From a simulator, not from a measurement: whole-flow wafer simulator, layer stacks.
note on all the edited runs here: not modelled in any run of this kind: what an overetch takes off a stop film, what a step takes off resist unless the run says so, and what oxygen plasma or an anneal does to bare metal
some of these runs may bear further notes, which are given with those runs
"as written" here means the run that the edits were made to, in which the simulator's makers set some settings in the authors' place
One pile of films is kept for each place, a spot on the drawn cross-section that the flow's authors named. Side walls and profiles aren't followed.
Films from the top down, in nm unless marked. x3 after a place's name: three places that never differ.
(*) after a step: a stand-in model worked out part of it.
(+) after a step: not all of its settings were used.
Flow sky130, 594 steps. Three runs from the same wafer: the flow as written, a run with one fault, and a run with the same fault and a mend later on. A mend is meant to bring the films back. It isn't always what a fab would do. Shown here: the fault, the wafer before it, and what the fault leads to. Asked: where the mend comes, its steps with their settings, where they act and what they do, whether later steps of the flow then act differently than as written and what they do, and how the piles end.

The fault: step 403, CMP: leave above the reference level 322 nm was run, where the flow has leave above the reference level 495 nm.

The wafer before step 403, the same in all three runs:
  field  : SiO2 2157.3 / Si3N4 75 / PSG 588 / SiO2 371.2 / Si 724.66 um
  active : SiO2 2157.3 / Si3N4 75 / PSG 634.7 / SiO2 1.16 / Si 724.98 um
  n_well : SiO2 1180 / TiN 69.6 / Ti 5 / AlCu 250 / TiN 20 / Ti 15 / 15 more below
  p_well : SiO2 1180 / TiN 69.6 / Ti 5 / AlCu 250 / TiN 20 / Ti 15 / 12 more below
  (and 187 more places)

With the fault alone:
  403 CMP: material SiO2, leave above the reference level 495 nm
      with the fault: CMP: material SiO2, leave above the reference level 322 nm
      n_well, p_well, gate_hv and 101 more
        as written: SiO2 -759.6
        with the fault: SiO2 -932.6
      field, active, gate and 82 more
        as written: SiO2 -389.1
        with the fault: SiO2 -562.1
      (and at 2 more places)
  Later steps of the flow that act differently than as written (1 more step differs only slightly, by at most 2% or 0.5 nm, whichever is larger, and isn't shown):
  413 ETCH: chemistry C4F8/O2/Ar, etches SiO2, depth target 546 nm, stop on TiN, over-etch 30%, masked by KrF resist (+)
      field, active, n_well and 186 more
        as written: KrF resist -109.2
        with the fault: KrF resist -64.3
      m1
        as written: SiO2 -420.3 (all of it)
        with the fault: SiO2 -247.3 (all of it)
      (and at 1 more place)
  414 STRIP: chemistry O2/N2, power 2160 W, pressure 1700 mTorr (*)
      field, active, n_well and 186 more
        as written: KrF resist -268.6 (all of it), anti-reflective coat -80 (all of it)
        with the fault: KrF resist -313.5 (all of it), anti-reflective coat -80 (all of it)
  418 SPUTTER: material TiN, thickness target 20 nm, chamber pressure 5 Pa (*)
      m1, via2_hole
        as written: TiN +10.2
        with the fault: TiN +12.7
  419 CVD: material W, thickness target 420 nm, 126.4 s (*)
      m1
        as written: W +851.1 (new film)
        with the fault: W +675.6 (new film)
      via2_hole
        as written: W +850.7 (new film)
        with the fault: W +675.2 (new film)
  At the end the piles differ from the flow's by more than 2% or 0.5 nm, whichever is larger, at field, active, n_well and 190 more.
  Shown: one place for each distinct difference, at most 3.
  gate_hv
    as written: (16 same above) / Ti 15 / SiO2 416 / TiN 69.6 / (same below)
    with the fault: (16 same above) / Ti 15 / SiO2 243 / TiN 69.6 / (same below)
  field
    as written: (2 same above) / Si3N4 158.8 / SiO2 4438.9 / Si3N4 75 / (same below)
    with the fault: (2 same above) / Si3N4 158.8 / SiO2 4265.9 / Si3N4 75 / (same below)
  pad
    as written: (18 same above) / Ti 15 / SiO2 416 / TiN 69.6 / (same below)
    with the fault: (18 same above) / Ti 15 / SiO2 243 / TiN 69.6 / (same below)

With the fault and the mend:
  The mend comes after step 403.
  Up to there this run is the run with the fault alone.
  403a HDPCVD: thickness target 173 nm (*) (the flow's step 402 once more, with other settings)
      field, active, n_well and 188 more
        SiO2 +173
  No later step of the flow acts differently than as written, at any place that is followed, by more than 2% or 0.5 nm, whichever is larger.
  At the end the piles are the same as the flow's at every place that both follow.
